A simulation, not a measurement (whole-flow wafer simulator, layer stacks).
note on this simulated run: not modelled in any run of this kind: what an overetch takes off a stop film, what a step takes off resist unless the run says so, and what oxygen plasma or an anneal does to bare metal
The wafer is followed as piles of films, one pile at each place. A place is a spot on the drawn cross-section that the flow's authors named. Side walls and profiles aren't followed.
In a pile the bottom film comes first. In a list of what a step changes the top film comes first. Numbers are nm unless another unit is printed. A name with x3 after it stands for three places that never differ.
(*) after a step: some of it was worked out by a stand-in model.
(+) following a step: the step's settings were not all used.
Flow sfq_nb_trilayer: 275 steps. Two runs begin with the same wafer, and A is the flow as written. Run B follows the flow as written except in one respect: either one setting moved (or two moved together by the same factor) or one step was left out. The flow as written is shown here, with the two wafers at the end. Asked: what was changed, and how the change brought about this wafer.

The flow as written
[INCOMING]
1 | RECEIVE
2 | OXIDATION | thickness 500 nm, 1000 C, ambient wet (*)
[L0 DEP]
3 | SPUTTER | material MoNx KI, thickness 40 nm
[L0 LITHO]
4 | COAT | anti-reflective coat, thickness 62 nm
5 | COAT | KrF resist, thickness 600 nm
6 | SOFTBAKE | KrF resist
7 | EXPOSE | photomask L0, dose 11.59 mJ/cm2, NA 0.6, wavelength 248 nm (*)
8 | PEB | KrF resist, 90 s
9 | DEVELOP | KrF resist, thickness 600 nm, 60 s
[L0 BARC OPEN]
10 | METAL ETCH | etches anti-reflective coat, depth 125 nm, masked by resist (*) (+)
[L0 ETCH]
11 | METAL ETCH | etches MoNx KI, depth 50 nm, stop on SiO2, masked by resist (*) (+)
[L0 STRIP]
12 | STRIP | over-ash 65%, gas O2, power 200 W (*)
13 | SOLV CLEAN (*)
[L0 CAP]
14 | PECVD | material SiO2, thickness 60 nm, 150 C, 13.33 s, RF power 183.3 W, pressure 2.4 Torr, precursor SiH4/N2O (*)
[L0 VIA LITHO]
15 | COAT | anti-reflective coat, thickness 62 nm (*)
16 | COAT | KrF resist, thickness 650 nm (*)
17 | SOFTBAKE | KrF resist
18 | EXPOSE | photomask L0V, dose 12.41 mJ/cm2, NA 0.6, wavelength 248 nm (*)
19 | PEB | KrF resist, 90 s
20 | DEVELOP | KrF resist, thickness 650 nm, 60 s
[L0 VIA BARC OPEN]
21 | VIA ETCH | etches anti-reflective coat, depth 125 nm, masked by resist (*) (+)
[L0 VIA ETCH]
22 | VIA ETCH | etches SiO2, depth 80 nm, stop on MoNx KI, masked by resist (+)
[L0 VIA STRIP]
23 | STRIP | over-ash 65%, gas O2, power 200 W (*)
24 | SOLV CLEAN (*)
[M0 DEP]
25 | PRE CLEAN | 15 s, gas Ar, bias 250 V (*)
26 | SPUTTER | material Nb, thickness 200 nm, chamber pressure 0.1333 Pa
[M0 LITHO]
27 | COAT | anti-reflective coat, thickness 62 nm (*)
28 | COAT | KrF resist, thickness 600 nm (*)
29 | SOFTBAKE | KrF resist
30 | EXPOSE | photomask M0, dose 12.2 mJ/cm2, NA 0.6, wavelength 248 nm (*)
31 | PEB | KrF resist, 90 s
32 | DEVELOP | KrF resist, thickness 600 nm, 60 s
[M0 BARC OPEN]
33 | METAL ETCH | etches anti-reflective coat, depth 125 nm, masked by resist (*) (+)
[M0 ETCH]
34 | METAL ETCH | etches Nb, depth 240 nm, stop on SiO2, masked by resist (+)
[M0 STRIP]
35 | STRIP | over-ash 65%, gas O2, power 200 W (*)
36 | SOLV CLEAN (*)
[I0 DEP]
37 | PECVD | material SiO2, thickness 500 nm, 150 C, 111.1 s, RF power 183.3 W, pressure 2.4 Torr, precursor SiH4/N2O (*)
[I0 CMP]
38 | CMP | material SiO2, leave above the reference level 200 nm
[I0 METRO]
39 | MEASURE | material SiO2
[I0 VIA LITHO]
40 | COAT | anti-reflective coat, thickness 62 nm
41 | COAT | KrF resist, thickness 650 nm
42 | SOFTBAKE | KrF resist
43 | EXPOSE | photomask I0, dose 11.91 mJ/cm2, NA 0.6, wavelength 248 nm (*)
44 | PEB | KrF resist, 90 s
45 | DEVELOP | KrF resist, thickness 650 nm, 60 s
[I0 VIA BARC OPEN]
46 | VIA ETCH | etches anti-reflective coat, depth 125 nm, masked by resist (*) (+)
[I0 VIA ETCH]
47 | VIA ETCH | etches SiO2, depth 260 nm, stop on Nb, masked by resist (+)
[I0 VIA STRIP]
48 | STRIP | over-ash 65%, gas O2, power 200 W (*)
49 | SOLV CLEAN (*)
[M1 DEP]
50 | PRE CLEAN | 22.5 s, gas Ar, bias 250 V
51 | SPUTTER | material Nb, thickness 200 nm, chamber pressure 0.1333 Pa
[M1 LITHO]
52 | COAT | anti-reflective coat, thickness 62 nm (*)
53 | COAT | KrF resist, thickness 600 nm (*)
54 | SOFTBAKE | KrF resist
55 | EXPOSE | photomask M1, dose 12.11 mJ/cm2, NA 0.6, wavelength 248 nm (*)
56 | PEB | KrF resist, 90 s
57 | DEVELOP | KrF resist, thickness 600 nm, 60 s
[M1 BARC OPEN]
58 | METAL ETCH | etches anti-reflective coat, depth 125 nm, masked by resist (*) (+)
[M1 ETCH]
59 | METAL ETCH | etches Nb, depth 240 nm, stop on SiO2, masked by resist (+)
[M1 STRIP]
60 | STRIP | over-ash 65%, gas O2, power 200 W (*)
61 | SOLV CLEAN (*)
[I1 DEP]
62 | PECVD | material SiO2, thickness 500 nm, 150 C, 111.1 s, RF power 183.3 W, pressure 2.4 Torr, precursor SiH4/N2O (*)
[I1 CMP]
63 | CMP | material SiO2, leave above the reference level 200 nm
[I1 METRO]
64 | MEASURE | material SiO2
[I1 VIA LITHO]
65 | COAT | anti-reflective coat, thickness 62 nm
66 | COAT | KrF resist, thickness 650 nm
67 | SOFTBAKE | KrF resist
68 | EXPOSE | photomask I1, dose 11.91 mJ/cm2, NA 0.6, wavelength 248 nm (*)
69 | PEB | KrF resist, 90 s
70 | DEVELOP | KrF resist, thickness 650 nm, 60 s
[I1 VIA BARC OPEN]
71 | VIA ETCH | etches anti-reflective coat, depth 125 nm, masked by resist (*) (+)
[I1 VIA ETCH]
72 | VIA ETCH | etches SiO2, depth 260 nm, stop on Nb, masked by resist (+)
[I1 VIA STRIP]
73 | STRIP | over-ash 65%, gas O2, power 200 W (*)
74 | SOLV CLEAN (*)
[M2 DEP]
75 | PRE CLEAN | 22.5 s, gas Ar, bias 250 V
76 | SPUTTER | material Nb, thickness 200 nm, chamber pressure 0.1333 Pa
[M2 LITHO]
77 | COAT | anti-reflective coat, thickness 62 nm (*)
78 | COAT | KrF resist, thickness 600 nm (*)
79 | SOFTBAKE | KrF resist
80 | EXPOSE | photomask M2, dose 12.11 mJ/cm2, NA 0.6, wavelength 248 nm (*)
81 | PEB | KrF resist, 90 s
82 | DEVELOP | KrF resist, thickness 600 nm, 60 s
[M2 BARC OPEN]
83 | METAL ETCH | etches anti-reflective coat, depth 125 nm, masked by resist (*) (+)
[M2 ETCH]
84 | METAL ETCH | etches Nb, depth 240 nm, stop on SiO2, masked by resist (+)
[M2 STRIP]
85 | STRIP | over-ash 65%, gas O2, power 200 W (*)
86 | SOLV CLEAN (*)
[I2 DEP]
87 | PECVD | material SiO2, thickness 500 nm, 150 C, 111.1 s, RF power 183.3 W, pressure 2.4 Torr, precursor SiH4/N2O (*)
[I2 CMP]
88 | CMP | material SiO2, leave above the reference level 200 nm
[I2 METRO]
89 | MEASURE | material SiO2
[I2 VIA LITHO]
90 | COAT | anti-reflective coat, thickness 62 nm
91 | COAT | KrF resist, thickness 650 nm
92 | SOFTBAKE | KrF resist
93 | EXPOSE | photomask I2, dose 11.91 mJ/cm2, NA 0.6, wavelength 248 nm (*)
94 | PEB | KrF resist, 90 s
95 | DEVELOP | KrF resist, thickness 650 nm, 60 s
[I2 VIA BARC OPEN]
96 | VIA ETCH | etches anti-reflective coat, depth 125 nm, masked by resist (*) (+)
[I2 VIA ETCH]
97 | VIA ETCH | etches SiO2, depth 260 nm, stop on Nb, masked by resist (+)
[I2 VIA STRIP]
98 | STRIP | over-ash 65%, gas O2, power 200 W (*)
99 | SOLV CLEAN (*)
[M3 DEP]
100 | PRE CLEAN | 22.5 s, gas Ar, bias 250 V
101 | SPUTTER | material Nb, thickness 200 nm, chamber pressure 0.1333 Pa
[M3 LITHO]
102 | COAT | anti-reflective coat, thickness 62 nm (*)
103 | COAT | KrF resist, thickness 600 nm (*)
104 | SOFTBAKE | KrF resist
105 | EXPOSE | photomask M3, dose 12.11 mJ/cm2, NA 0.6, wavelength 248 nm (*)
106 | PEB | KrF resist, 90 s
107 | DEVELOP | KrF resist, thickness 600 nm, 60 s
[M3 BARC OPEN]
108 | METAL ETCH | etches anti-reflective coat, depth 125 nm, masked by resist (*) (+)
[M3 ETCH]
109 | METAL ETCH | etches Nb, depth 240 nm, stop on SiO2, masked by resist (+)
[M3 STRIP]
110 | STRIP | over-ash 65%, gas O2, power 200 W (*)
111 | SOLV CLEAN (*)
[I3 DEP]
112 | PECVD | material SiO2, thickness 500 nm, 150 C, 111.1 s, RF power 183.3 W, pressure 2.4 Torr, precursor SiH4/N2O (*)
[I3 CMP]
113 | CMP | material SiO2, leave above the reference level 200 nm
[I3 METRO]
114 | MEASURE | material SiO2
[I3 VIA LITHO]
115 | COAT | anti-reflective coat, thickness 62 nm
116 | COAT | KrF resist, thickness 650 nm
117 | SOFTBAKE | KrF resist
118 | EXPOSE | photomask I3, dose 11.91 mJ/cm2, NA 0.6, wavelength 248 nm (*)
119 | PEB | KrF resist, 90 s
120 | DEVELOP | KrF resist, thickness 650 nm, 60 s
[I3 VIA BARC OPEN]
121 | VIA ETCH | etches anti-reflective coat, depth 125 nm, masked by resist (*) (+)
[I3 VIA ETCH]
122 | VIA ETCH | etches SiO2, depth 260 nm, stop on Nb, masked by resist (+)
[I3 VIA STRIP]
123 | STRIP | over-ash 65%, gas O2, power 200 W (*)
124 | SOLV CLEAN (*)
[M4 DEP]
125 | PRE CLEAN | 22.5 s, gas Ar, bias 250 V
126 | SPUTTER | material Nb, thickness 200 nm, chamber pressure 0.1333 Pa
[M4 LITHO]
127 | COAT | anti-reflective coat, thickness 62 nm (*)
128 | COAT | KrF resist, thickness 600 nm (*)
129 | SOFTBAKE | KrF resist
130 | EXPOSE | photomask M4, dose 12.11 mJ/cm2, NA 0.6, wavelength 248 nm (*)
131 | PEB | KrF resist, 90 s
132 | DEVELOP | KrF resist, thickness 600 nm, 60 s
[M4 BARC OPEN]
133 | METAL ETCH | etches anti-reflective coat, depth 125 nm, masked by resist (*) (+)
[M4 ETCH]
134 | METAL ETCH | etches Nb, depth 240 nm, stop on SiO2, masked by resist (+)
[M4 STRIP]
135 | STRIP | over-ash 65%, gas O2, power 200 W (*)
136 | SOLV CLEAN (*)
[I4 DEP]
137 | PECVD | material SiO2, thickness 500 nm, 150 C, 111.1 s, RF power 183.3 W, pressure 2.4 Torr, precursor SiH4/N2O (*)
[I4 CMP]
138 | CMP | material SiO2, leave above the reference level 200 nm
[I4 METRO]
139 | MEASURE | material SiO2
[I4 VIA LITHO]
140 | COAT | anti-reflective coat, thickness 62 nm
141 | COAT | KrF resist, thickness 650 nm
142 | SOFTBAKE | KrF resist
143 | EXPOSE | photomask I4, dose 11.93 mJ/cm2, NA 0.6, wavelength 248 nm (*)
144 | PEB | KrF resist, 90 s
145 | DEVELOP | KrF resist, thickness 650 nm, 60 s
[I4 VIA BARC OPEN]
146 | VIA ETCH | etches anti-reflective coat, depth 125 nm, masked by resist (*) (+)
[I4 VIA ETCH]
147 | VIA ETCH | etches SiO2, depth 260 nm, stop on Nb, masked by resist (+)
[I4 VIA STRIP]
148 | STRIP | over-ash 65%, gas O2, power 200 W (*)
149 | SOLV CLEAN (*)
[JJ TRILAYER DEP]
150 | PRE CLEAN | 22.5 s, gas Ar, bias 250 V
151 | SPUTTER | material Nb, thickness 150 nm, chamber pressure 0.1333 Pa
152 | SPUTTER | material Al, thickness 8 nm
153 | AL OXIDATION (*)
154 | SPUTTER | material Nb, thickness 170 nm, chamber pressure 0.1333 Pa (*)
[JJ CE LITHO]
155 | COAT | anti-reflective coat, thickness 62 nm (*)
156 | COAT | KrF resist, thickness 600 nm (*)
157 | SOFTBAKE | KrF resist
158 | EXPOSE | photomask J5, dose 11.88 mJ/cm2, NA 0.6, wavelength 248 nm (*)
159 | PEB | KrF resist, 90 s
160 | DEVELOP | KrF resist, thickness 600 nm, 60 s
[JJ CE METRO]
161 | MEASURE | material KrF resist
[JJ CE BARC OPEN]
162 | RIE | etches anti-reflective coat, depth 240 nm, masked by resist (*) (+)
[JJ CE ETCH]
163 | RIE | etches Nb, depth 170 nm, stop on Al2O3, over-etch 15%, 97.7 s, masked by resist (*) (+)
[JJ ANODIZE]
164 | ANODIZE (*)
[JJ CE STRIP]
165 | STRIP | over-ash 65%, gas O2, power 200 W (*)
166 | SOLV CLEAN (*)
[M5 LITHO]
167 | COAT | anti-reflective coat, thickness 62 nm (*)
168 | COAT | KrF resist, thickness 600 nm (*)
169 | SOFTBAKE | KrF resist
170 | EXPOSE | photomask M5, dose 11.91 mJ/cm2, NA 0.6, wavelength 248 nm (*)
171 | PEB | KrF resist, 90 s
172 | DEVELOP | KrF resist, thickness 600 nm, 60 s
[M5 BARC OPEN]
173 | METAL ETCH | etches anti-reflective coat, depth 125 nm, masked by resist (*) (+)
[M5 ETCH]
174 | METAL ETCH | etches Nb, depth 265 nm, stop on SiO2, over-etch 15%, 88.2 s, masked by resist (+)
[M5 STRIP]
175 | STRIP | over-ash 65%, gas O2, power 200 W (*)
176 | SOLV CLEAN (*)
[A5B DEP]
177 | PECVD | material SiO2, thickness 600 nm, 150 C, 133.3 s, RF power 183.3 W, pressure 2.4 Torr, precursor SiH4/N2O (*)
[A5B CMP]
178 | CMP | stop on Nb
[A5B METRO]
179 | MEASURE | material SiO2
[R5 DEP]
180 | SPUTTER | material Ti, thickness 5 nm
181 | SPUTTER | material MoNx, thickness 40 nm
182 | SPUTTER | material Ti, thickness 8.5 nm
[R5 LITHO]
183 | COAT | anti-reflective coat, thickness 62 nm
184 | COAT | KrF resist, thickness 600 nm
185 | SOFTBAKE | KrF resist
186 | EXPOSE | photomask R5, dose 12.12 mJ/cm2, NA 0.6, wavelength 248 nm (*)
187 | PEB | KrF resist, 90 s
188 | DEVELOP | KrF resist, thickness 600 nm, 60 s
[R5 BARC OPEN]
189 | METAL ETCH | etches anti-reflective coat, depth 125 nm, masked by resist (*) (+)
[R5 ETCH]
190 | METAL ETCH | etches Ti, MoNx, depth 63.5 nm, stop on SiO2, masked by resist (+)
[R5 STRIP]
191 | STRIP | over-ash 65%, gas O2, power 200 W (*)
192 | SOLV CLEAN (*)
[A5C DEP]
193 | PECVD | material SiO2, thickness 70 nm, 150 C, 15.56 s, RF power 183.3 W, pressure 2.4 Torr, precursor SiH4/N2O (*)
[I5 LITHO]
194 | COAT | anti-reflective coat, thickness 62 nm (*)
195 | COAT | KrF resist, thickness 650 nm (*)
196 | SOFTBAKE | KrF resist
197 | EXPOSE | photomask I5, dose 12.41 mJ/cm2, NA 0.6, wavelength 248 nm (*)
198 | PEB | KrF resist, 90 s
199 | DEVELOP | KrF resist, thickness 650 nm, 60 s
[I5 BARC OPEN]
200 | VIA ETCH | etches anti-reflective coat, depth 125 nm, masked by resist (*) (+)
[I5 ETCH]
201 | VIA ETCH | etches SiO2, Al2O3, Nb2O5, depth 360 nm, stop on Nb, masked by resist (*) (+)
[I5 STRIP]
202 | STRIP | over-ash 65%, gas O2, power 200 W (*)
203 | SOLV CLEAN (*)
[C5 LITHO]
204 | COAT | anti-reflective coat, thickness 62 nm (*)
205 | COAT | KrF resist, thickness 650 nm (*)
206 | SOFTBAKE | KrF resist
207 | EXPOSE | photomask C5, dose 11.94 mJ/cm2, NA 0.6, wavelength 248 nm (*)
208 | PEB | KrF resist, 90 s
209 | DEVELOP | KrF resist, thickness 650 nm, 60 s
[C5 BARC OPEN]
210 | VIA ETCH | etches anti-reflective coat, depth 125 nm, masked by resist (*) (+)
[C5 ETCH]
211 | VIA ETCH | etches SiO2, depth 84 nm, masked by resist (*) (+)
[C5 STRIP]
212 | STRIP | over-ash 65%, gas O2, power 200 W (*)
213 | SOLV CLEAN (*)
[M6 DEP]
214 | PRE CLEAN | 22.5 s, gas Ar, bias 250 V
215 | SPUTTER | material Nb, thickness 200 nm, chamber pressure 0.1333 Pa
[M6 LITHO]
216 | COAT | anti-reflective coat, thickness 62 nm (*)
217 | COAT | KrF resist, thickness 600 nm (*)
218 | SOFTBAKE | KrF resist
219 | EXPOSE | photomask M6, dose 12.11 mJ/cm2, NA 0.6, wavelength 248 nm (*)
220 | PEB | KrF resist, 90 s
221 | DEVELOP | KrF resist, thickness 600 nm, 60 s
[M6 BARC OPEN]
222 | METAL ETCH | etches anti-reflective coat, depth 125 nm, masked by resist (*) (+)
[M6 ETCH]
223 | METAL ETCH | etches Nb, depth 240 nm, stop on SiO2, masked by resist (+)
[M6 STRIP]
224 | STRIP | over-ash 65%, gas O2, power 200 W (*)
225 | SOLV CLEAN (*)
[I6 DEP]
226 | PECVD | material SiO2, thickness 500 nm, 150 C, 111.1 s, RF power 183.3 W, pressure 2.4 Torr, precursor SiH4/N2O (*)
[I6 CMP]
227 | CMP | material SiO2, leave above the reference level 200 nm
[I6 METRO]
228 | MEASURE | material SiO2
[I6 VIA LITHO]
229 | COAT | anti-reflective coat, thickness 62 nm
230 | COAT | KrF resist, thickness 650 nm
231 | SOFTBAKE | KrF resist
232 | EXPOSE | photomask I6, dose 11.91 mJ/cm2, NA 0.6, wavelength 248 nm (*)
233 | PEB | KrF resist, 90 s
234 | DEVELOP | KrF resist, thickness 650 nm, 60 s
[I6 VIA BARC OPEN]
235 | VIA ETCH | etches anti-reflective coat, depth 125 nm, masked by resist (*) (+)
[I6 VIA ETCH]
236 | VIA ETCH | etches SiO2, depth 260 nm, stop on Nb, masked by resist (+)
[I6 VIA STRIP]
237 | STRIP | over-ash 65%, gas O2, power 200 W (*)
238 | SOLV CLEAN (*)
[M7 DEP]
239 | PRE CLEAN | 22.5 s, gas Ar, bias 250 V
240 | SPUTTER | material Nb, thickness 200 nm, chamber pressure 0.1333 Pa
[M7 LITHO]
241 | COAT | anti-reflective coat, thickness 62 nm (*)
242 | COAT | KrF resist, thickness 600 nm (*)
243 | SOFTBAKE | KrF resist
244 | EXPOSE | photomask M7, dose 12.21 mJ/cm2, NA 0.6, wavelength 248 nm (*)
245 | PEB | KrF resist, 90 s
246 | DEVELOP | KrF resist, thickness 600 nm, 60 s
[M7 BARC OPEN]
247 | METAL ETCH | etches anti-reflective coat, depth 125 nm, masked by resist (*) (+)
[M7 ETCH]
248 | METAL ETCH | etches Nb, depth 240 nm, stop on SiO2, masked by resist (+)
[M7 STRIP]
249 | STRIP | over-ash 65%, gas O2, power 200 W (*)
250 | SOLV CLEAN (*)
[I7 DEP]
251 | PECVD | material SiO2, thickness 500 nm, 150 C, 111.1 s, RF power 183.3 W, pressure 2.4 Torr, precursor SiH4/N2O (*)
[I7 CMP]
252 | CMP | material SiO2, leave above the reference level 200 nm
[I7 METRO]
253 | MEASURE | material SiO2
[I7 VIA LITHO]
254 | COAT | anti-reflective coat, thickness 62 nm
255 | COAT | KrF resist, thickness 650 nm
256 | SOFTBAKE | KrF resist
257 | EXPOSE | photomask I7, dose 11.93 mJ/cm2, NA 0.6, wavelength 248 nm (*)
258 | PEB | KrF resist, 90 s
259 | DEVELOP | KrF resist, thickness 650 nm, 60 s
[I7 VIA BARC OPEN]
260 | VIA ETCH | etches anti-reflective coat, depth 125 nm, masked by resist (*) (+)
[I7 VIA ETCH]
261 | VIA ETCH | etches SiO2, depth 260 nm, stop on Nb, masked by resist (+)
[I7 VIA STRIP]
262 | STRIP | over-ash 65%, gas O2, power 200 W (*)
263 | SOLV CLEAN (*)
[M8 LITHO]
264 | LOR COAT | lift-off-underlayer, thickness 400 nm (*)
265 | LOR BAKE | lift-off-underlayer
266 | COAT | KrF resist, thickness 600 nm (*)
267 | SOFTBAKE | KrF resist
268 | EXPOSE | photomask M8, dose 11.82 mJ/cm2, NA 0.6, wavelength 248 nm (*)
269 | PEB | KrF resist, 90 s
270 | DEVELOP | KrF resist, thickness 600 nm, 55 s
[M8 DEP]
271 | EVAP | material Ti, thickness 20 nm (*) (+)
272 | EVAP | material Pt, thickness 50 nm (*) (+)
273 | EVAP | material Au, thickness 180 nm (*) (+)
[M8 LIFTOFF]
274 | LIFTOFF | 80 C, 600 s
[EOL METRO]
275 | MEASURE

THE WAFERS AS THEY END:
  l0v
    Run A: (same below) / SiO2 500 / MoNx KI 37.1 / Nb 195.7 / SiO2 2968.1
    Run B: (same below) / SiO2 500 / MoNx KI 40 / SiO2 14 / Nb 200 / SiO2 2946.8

The reason: step 22, VIA ETCH: depth 40.8 nm was run, though the flow has depth 80 nm.

The path from the change to this, step by step:
  22 | VIA ETCH | etches SiO2, depth 80 nm, stop on MoNx KI, masked by resist (+)
      l0v: A SiO2 loses 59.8 (all of it) | B SiO2 loses 40.8
      field_l, v_sur, via_wl and 102 more: A KrF resist loses 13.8 | B KrF resist loses 7.03
  25 | PRE CLEAN | 15 s, gas Ar, bias 250 V (*)
      l0v: A MoNx KI loses 2.91 | B SiO2 loses 5
  26 | SPUTTER | material Nb, thickness 200 nm, chamber pressure 0.1333 Pa
      l0v: A Nb gains 195.7 (new film) | B Nb gains 200 (new film)
  27 | COAT | anti-reflective coat, thickness 62 nm (*)
      l0_sur: A anti-reflective coat gains 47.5 (new film) | B anti-reflective coat gains 49.6 (new film)
      l0v: A anti-reflective coat gains 78 (new film) | B anti-reflective coat gains 72.5 (new film)
  35 | STRIP | over-ash 65%, gas O2, power 200 W (*)
      l0_sur: A KrF resist loses 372 (all of it), anti-reflective coat loses 47.5 (all of it) | B KrF resist loses 373.1 (all of it), anti-reflective coat loses 49.6 (all of it)
      l0v: A KrF resist loses 405.3 (all of it), anti-reflective coat loses 78 (all of it) | B KrF resist loses 393.9 (all of it), anti-reflective coat loses 72.5 (all of it)
  38 | CMP | material SiO2, leave above the reference level 200 nm
      l0v: A SiO2 loses 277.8 | B SiO2 loses 299
Taking metal films that touch as one body, l0v has 2 bodies (between them, from the top down: SiO2 14); the flow as written gives 1 body.
